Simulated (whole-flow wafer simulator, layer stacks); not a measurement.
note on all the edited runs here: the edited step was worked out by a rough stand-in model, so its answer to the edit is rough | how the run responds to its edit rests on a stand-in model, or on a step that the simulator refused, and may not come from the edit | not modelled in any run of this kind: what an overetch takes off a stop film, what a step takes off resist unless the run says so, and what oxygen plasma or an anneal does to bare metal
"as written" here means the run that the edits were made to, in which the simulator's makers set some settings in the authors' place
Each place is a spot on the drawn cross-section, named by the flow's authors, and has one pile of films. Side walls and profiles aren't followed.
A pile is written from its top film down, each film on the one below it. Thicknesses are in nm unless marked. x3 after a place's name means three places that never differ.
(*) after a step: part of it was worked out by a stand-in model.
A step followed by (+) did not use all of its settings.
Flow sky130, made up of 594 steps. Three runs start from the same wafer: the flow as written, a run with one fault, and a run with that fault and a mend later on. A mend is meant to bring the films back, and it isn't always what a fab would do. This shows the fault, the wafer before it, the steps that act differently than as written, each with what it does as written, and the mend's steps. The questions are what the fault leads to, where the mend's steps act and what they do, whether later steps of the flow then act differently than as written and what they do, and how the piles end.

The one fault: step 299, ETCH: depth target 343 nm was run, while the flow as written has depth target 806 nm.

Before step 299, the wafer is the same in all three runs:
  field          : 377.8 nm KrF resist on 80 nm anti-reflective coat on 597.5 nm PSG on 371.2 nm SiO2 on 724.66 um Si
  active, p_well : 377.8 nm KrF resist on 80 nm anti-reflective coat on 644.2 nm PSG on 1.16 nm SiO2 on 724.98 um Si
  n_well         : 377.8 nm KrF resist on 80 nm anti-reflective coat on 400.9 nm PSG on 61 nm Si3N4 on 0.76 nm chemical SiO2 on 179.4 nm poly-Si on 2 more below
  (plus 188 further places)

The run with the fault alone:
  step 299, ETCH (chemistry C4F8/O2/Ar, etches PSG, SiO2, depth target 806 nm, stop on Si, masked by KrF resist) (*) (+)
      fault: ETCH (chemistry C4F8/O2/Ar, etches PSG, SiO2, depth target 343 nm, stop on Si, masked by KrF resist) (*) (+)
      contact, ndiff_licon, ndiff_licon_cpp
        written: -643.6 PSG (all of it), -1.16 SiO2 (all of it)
        fault: -343 PSG
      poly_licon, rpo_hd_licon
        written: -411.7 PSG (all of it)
        fault: -343 PSG
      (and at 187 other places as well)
  Steps further on in the flow that do not act as written (not shown: 2 more steps that differ only slightly, by at most 2% or 0.5 nm, whichever is larger):
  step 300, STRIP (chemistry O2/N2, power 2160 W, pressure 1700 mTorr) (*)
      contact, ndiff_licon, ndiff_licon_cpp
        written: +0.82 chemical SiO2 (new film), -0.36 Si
        fault: nothing
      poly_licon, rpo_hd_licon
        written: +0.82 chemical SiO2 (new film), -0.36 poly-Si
        fault: nothing
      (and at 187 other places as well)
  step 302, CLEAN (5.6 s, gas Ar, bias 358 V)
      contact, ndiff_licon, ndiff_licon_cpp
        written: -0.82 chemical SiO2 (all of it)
        fault: -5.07 PSG
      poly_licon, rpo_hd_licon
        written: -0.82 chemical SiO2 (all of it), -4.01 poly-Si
        fault: -5.07 PSG
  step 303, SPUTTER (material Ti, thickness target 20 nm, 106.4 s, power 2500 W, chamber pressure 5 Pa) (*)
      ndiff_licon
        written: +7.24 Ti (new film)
        fault: +11.3 Ti (new film)
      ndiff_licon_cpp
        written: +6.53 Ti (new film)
        fault: +11.3 Ti (new film)
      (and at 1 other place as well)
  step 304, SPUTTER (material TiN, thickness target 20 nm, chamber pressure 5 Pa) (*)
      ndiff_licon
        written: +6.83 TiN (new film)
        fault: +10.9 TiN (new film)
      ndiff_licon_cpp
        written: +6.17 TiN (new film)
        fault: +10.9 TiN (new film)
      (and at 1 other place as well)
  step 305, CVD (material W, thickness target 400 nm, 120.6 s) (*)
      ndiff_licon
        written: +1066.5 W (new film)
        fault: +761.4 W (new film)
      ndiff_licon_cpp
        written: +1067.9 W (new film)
        fault: +761.3 W (new film)
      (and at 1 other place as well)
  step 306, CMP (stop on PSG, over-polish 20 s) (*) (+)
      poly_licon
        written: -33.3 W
        fault: -101.3 W
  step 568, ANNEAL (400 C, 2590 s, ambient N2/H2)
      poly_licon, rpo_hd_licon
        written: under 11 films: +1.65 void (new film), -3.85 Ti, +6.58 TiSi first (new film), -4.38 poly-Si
        fault: nothing
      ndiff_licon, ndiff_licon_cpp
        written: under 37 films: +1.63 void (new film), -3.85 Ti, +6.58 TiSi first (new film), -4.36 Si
        fault: nothing
  By the end, the piles at poly_licon, ndiff_licon, ndiff_licon_cpp, rpo_hd_licon depart from the flow's by more than 2% or 0.5 nm, whichever is larger.
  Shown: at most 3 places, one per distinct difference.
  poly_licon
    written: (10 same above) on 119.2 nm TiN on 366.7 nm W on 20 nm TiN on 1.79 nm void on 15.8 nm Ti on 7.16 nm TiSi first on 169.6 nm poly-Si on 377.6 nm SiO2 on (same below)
    fault: (10 same above) on 119.2 nm TiN on 298.7 nm W on 20 nm TiN on 20 nm Ti on 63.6 nm PSG on 178.7 nm poly-Si on 377.6 nm SiO2 on (same below)
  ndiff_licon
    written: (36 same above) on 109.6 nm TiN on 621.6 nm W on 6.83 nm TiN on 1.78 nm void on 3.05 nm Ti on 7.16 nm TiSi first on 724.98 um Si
    fault: (36 same above) on 109.6 nm TiN on 316.4 nm W on 10.9 nm TiN on 11.3 nm Ti on 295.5 nm PSG on 1.16 nm SiO2 on 724.98 um Si
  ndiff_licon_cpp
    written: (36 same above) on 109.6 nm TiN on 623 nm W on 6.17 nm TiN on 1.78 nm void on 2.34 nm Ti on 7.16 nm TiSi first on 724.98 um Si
    fault: (36 same above) on 109.6 nm TiN on 316.4 nm W on 10.9 nm TiN on 11.3 nm Ti on 295.5 nm PSG on 1.16 nm SiO2 on 724.98 um Si

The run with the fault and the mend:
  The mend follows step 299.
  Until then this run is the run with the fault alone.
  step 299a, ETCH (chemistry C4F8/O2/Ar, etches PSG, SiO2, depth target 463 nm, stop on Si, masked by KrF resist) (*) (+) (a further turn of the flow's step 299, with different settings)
      field, active, n_well and 184 more
        -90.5 KrF resist
      contact, ndiff_licon, ndiff_licon_cpp
        -300.6 PSG (all of it), -1.16 SiO2 (all of it)
      poly_licon, rpo_hd_licon
        -68.7 PSG (all of it)
  Later steps of the flow that are run all act as written at every place that is followed, up to a difference of at most 2% or 0.5 nm, whichever is larger.
  At the end the piles are close to the flow's at the places that both follow, differing by at most 2% or 0.5 nm, whichever is larger.
